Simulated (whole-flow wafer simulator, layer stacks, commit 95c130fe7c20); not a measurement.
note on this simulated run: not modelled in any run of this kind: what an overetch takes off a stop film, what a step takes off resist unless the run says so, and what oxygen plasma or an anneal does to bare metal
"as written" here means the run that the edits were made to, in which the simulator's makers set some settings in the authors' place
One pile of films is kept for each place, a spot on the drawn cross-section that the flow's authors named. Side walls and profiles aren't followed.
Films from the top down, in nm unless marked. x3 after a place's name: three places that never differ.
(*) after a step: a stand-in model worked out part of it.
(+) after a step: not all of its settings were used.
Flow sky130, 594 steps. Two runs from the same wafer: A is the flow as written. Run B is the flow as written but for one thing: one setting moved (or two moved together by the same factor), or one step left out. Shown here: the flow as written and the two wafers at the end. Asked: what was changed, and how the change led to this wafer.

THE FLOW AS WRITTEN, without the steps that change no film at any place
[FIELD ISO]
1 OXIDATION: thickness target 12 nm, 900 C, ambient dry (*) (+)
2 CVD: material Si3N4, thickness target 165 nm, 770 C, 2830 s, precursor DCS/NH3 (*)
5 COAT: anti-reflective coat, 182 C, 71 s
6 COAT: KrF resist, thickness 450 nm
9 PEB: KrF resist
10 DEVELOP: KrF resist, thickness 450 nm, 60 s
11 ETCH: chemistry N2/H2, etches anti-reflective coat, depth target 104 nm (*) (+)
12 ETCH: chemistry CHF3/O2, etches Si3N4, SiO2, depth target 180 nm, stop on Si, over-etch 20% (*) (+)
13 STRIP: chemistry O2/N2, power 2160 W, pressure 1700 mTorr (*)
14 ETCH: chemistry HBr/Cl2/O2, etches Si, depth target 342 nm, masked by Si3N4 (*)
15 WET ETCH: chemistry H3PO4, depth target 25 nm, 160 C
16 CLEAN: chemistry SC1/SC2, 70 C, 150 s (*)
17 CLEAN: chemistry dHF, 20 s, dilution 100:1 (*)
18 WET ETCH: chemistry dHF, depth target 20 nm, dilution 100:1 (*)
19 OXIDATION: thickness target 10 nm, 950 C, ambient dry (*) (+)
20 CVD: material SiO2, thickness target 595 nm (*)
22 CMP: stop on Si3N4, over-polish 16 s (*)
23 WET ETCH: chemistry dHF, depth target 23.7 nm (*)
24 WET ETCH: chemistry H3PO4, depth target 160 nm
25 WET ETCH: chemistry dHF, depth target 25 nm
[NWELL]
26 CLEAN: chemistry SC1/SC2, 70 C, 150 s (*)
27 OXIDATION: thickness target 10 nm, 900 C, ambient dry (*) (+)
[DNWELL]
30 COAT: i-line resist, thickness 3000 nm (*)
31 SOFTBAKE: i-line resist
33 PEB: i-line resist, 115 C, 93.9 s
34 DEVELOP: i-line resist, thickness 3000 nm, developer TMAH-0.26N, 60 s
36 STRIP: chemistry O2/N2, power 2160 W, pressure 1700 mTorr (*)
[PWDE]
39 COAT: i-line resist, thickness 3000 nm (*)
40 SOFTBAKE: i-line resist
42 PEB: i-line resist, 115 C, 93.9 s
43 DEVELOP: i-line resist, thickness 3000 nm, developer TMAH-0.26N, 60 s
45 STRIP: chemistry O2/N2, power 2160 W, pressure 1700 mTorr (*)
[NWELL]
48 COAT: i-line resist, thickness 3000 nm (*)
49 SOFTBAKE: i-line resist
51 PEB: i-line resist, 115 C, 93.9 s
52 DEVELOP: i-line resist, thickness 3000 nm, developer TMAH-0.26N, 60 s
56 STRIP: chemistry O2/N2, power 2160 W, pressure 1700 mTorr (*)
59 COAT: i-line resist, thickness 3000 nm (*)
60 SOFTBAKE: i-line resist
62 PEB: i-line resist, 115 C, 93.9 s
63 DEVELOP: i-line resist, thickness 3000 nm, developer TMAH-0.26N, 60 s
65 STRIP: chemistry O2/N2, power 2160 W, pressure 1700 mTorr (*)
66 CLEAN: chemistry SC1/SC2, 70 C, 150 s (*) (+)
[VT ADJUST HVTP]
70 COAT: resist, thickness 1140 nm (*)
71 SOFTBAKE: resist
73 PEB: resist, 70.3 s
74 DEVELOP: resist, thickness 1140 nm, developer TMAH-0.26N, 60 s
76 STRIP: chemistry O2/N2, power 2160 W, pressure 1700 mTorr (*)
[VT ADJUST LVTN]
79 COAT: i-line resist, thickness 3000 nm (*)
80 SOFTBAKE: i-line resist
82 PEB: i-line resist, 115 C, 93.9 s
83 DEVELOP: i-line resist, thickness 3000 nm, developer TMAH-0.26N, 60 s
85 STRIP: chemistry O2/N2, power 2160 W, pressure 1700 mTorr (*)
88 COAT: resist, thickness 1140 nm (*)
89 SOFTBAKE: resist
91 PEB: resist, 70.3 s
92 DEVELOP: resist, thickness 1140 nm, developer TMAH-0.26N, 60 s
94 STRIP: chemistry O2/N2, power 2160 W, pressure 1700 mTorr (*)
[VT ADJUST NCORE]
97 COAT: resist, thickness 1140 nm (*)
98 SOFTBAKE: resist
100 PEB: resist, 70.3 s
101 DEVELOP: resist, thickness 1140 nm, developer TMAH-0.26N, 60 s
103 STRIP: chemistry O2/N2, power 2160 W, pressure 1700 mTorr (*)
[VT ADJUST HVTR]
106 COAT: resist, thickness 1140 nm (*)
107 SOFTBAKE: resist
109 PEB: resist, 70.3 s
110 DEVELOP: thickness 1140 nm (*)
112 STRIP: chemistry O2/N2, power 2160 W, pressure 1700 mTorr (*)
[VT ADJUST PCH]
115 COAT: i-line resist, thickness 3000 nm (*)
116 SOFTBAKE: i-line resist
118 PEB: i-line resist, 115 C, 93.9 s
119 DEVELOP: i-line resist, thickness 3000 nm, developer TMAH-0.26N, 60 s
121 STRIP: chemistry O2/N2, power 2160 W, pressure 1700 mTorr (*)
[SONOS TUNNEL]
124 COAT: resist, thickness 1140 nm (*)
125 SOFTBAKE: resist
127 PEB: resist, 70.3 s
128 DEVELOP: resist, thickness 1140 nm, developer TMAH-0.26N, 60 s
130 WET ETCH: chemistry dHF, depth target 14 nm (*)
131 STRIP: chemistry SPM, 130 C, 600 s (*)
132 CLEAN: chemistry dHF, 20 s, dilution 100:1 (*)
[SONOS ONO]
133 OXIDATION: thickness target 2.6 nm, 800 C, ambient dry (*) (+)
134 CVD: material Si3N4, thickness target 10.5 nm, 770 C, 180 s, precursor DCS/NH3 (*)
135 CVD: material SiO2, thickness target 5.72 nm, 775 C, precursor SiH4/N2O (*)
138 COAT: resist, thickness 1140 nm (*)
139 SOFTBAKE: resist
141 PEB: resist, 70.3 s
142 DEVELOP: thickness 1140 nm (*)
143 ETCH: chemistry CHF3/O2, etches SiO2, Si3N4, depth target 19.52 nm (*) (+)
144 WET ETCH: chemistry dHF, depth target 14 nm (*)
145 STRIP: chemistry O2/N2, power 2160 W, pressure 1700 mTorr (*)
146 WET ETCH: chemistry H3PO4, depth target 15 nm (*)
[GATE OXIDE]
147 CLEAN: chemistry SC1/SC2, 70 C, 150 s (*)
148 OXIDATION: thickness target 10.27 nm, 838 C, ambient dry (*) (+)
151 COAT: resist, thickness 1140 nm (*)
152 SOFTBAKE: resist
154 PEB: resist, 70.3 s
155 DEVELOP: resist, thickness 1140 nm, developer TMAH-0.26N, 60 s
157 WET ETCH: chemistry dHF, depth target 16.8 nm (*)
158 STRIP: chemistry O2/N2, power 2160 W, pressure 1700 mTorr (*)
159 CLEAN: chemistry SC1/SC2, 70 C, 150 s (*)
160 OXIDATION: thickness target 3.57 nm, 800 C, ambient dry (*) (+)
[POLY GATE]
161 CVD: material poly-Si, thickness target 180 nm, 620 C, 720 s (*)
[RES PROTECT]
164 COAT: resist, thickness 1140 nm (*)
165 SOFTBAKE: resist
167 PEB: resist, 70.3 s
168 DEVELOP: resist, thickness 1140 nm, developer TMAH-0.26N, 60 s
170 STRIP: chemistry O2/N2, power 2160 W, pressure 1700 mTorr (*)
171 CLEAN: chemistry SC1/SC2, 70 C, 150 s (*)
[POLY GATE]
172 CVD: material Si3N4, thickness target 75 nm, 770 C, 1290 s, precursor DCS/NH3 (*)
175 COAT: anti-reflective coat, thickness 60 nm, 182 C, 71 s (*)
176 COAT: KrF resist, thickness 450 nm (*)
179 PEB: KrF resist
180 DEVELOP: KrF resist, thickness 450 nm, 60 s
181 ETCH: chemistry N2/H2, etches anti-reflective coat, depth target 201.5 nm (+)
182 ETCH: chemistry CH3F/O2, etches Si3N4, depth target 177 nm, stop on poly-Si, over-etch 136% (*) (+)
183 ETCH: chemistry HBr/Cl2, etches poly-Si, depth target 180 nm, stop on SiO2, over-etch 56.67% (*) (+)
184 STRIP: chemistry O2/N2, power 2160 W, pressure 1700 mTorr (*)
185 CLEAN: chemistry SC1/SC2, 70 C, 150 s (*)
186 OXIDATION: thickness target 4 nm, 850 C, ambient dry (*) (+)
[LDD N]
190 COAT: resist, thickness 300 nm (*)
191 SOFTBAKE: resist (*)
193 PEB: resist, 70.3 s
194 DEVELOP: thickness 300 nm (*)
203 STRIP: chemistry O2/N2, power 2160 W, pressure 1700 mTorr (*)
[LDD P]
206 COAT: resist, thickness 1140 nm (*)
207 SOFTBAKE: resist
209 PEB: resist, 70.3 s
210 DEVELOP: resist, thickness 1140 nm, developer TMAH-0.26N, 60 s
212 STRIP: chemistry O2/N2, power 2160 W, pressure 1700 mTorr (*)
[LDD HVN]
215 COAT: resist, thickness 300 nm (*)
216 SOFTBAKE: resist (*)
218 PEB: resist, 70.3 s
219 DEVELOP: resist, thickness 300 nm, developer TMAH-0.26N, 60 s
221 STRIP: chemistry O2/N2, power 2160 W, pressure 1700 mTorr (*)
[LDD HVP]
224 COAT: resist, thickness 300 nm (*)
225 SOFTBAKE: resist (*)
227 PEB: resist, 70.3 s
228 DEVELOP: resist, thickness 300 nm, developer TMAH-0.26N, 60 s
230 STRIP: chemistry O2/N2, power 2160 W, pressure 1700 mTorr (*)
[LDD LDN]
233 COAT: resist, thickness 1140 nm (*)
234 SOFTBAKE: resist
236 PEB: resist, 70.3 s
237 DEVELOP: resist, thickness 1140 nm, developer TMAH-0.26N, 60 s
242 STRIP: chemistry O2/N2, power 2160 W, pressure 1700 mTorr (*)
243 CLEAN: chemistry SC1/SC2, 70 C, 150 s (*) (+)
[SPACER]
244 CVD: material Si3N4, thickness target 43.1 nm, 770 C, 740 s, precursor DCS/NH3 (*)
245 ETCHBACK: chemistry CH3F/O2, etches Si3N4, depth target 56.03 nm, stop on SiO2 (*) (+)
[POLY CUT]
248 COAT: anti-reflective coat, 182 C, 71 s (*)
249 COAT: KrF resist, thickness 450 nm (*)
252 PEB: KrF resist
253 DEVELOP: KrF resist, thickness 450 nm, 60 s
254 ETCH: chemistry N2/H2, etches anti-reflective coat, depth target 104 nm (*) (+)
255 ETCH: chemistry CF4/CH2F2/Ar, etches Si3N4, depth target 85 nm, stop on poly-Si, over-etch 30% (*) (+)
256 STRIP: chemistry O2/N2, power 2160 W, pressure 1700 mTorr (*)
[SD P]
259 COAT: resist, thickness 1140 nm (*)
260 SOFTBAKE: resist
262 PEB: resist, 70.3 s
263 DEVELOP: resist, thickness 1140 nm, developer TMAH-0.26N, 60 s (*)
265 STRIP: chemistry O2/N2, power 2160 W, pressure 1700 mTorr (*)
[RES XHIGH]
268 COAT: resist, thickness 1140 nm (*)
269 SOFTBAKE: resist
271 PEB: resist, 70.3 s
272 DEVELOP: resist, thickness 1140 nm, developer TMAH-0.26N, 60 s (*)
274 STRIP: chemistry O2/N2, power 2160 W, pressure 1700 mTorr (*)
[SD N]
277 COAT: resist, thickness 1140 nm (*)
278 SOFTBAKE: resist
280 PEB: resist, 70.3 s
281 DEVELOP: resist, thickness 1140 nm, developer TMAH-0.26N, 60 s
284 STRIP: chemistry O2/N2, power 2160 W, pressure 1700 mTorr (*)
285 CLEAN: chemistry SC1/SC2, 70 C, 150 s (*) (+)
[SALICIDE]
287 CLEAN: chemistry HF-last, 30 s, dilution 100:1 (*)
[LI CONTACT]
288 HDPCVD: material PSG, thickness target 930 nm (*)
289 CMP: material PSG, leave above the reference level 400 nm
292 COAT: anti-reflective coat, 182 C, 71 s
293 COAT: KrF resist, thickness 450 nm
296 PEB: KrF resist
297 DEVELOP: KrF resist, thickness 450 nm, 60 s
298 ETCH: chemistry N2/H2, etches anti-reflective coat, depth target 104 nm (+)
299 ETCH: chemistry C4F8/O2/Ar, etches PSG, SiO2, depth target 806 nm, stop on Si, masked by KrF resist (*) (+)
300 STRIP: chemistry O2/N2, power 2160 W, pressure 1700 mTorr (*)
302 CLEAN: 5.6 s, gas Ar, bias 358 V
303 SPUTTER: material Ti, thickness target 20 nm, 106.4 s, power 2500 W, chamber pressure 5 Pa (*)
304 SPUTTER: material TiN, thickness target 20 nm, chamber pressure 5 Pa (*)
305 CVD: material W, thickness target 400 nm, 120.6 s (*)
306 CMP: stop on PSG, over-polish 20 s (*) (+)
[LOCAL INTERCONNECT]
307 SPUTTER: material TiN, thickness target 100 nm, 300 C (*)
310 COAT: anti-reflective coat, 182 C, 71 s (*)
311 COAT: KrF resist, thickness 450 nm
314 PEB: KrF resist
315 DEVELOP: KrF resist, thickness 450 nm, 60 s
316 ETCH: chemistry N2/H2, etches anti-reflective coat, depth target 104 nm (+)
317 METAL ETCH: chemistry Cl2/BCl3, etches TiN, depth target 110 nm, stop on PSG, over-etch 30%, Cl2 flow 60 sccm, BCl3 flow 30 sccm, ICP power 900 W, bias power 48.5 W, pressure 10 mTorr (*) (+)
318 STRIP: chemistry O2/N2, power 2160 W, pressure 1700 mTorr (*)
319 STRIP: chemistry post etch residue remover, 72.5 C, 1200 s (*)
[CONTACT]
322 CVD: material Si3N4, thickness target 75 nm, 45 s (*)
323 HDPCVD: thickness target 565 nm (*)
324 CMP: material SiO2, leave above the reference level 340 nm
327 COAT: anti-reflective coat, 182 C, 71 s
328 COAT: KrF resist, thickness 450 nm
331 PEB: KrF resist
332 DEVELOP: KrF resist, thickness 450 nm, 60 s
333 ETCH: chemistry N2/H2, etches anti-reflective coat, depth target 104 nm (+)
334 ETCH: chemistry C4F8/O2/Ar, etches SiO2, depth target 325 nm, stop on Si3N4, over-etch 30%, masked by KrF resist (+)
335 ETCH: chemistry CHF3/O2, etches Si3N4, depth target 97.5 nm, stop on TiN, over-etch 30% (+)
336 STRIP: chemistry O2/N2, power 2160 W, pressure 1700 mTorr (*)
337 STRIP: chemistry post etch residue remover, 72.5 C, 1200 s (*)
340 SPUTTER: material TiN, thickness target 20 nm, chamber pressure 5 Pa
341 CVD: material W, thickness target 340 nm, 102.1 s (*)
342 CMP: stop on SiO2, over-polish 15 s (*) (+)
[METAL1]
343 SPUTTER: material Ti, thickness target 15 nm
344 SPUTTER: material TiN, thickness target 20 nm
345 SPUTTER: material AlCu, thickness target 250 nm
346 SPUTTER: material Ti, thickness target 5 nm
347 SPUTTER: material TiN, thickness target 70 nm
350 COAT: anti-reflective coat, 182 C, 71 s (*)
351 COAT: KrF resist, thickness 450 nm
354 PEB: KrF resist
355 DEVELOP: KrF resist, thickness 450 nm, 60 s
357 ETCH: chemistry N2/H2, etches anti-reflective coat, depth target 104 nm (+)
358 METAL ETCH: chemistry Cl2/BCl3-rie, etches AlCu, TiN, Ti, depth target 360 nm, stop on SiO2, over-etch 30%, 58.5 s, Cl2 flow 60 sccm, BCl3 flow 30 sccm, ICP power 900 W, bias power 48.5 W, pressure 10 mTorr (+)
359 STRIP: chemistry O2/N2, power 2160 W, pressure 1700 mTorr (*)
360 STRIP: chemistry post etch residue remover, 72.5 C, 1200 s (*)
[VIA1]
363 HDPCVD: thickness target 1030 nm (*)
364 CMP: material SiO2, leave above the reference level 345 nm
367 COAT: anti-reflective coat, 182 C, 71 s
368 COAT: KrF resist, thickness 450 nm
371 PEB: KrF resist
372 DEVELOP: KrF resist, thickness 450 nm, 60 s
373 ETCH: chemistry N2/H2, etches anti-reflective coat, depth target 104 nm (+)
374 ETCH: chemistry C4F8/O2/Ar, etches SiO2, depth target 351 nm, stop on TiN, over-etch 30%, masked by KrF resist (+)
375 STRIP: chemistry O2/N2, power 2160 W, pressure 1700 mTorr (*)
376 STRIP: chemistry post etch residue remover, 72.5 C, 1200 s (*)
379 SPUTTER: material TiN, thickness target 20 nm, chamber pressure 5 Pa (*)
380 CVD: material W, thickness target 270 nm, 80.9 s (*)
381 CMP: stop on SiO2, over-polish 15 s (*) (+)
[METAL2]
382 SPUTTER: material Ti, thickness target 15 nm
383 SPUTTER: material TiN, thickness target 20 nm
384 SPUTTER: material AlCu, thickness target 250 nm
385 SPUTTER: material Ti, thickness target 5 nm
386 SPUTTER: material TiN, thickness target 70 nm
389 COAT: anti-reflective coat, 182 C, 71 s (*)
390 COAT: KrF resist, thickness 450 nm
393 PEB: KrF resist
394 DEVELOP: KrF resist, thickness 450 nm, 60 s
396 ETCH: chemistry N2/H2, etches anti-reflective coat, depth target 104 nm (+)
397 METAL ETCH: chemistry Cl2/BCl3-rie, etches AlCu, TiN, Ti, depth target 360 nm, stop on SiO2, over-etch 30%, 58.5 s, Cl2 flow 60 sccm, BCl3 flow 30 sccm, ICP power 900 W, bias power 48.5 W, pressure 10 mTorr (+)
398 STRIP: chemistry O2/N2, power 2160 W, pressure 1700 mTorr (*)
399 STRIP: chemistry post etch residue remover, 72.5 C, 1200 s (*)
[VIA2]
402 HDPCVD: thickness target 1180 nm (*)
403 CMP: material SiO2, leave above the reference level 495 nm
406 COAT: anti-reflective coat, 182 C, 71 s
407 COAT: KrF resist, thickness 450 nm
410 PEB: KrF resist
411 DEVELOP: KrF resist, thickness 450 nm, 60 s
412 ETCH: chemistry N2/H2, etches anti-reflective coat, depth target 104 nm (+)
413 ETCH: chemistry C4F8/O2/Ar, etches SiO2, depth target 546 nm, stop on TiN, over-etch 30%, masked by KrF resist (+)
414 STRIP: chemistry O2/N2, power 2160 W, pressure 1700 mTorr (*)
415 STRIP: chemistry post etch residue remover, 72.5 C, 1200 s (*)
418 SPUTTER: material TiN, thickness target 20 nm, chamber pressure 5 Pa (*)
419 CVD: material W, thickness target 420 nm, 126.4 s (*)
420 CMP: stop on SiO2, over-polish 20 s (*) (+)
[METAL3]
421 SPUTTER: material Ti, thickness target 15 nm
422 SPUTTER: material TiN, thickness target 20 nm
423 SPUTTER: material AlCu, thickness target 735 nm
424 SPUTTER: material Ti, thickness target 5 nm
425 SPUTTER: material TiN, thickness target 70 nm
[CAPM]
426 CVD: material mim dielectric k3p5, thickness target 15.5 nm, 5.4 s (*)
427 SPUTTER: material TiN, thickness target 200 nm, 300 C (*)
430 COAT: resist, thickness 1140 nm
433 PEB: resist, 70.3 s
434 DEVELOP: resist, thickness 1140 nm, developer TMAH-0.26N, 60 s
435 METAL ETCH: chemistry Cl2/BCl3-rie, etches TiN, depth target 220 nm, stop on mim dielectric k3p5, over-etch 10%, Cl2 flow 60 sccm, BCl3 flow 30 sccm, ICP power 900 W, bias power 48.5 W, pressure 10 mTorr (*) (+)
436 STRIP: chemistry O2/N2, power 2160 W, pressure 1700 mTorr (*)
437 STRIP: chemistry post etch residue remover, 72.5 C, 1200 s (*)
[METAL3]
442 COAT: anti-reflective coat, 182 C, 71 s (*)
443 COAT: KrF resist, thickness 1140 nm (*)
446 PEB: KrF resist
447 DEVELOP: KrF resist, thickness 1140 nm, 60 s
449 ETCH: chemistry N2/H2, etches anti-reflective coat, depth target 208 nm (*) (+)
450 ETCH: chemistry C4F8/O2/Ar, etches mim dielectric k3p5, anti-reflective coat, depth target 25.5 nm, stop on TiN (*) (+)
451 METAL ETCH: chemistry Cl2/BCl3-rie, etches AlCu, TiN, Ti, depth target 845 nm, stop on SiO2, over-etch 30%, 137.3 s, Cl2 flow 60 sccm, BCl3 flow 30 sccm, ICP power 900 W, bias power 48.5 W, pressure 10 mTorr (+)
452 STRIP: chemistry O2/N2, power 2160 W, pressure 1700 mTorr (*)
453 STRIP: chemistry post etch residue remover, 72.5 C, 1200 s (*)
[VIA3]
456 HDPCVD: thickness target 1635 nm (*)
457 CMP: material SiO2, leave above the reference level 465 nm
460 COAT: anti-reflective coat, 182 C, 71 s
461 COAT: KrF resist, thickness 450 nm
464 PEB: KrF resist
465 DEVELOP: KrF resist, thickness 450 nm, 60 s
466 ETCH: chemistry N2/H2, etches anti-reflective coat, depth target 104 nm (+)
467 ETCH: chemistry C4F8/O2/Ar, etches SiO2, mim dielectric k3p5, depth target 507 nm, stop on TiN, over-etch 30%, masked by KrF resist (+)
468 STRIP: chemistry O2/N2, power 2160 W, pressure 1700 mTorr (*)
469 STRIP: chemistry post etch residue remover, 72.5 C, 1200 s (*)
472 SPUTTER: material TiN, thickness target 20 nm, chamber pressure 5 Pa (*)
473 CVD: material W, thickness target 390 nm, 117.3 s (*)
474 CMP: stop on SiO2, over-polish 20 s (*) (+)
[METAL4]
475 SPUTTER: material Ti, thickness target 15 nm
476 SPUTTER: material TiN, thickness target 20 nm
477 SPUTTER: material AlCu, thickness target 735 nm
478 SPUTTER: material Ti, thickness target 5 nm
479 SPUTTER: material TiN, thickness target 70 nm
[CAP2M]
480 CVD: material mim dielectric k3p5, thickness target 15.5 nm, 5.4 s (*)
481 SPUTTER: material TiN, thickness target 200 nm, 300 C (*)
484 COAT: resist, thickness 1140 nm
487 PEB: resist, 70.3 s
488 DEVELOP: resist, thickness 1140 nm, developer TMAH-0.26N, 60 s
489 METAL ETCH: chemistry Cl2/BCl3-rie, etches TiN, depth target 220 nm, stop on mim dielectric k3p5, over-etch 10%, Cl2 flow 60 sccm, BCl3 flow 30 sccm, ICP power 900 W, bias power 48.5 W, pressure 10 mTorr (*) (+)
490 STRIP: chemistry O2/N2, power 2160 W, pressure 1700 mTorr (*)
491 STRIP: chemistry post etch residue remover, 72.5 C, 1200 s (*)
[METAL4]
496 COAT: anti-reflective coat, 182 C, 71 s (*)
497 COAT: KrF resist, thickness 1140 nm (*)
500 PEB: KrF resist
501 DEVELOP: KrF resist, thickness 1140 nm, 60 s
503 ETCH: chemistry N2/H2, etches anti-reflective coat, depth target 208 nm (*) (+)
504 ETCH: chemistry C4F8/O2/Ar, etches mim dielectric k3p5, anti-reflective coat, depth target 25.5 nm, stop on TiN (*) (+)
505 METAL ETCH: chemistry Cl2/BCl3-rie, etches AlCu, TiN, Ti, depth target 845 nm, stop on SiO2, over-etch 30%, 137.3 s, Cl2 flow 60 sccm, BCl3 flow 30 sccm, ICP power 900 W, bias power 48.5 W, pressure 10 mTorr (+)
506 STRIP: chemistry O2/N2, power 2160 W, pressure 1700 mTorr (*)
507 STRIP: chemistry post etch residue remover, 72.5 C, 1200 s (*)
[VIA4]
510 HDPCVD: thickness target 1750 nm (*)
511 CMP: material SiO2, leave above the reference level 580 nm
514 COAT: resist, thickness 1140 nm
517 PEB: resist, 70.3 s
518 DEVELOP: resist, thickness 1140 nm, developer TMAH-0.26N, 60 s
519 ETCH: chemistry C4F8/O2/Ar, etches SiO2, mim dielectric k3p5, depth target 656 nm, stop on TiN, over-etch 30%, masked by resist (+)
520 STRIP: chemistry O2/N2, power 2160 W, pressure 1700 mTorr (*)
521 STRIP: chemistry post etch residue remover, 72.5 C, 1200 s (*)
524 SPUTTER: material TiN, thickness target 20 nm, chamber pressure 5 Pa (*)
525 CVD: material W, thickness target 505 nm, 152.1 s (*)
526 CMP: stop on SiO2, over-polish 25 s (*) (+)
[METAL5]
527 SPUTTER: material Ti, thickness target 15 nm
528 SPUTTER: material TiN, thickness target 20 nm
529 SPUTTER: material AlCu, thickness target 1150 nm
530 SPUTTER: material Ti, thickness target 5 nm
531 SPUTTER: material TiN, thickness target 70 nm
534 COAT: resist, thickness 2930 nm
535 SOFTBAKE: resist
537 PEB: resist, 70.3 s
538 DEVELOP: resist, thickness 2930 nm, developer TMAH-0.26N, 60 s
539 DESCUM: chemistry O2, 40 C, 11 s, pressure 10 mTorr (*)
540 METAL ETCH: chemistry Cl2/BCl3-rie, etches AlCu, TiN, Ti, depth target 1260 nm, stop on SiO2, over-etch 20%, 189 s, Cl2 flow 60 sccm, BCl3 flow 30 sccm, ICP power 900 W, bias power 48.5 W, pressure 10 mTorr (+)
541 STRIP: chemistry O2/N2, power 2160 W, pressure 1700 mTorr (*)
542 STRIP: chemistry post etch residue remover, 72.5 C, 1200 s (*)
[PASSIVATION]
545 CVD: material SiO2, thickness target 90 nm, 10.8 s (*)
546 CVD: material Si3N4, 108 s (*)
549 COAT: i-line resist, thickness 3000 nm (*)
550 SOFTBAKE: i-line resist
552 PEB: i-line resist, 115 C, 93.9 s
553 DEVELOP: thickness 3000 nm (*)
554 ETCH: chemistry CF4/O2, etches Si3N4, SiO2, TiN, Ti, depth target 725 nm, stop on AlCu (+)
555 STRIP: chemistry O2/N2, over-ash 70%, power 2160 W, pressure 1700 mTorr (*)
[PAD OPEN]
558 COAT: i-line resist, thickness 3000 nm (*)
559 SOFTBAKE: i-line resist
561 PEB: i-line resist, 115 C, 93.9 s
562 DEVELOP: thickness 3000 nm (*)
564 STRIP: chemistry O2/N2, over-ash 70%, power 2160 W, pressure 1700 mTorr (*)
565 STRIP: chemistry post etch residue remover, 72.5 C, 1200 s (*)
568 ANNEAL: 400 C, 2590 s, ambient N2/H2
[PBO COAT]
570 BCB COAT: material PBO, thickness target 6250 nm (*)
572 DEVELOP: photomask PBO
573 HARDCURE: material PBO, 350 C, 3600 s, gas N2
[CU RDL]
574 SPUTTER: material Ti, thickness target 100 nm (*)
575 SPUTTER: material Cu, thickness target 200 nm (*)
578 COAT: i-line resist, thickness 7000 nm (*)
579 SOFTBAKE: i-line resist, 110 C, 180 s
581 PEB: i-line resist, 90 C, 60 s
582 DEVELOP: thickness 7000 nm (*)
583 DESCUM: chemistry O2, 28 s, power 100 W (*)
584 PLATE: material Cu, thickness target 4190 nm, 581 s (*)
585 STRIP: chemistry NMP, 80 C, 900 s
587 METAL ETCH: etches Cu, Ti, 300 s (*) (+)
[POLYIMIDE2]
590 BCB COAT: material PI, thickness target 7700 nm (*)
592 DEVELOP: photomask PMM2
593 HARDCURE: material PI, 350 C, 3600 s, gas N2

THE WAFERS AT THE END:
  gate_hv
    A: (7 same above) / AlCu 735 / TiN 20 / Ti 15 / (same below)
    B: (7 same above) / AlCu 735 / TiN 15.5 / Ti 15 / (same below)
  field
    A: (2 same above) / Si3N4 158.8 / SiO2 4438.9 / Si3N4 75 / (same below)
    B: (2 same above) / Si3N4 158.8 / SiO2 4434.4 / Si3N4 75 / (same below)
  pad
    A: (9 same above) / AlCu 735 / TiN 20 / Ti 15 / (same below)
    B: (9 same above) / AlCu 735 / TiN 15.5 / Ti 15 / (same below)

The cause: step 476, SPUTTER: thickness target 15.5 nm was run, where the flow has thickness target 20 nm.
It can be read off the wafer: gate_hv has TiN 15.5, and step 476 as written asks for 20 nm.

How the change led to this, step by step:
  476 SPUTTER: material TiN, thickness target 20 nm
      field, active, n_well and 189 more: A TiN +20 (new film) | B TiN +15.5 (new film)
  505 METAL ETCH: chemistry Cl2/BCl3-rie, etches AlCu, TiN, Ti, depth target 845 nm, stop on SiO2, over-etch 30%, 137.3 s, Cl2 flow 60 sccm, BCl3 flow 30 sccm, ICP power 900 W, bias power 48.5 W, pressure 10 mTorr (+)
      field, gate, spacer and 68 more: A TiN -70 (all of it), Ti -5 (all of it), AlCu -735 (all of it), TiN -20 (all of it), Ti -15 (all of it), SiO2 -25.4 | B TiN -70 (all of it), Ti -5 (all of it), AlCu -735 (all of it), TiN -15.5 (all of it), Ti -15 (all of it), SiO2 -25.8
      active, vpp_iso1, mim_edge_plate and 14 more: A TiN -70 (all of it), Ti -5 (all of it), AlCu -735 (all of it), TiN -20 (all of it), Ti -15 (all of it), SiO2 -25.3 | B TiN -70 (all of it), Ti -5 (all of it), AlCu -735 (all of it), TiN -15.5 (all of it), Ti -15 (all of it), SiO2 -25.8
